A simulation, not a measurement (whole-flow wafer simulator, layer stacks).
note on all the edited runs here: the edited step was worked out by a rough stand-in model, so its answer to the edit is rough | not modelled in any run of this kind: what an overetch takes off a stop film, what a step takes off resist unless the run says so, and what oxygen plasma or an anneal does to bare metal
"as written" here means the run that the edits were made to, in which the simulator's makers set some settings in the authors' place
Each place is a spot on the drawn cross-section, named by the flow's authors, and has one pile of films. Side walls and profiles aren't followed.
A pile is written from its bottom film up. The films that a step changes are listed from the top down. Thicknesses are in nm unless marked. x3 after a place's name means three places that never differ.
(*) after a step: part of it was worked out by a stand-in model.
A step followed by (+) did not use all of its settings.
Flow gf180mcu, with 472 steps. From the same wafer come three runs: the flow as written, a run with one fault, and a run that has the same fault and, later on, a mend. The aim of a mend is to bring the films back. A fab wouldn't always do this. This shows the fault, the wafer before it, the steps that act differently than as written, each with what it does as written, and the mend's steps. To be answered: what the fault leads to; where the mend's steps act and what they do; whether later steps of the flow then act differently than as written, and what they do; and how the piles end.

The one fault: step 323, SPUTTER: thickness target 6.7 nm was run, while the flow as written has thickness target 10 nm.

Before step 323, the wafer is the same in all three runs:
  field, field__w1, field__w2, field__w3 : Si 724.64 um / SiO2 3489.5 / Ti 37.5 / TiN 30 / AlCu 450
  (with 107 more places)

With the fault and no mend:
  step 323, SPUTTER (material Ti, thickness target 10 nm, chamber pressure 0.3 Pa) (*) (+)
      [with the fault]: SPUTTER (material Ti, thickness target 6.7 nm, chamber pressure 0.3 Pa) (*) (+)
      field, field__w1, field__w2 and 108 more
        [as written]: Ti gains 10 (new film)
        [with the fault]: Ti gains 6.7 (new film)
  Later steps of the flow acting differently than as written (5 other steps are not shown; they differ only slightly, by no more than 2% or 0.5 nm, whichever is larger):
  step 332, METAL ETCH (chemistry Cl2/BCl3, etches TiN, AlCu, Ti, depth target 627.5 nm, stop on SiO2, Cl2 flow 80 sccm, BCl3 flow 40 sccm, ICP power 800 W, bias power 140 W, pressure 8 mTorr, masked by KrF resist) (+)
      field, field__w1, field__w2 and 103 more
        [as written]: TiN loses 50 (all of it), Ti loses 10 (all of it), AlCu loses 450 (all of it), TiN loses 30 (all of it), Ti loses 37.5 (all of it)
        [with the fault]: TiN loses 50 (all of it), Ti loses 6.7 (all of it), AlCu loses 450 (all of it), TiN loses 30 (all of it), Ti loses 37.5 (all of it)
  The piles end different from the flow's at field__w8, contact, m1, m1__w1, m1_nw by more than 2% or 0.5 nm, whichever is larger.
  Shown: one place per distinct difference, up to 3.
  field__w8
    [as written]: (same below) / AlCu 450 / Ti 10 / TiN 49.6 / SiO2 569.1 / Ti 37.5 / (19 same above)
    [with the fault]: (same below) / AlCu 450 / Ti 6.7 / TiN 49.6 / SiO2 572.4 / Ti 37.5 / (19 same above)
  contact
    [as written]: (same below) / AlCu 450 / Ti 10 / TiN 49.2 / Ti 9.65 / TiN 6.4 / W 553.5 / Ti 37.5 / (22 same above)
    [with the fault]: (same below) / AlCu 450 / Ti 6.7 / TiN 49.2 / Ti 9.63 / TiN 6.39 / W 556.8 / Ti 37.5 / (22 same above)

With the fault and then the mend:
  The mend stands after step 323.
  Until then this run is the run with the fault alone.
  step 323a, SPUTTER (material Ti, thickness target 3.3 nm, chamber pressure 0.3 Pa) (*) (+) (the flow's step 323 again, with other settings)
      field, field__w1, field__w2 and 108 more
        Ti gains 3.3
  Every later step of the flow that is run acts as written at every place that is followed.
  The piles end the same as the flow's at every place that both follow.
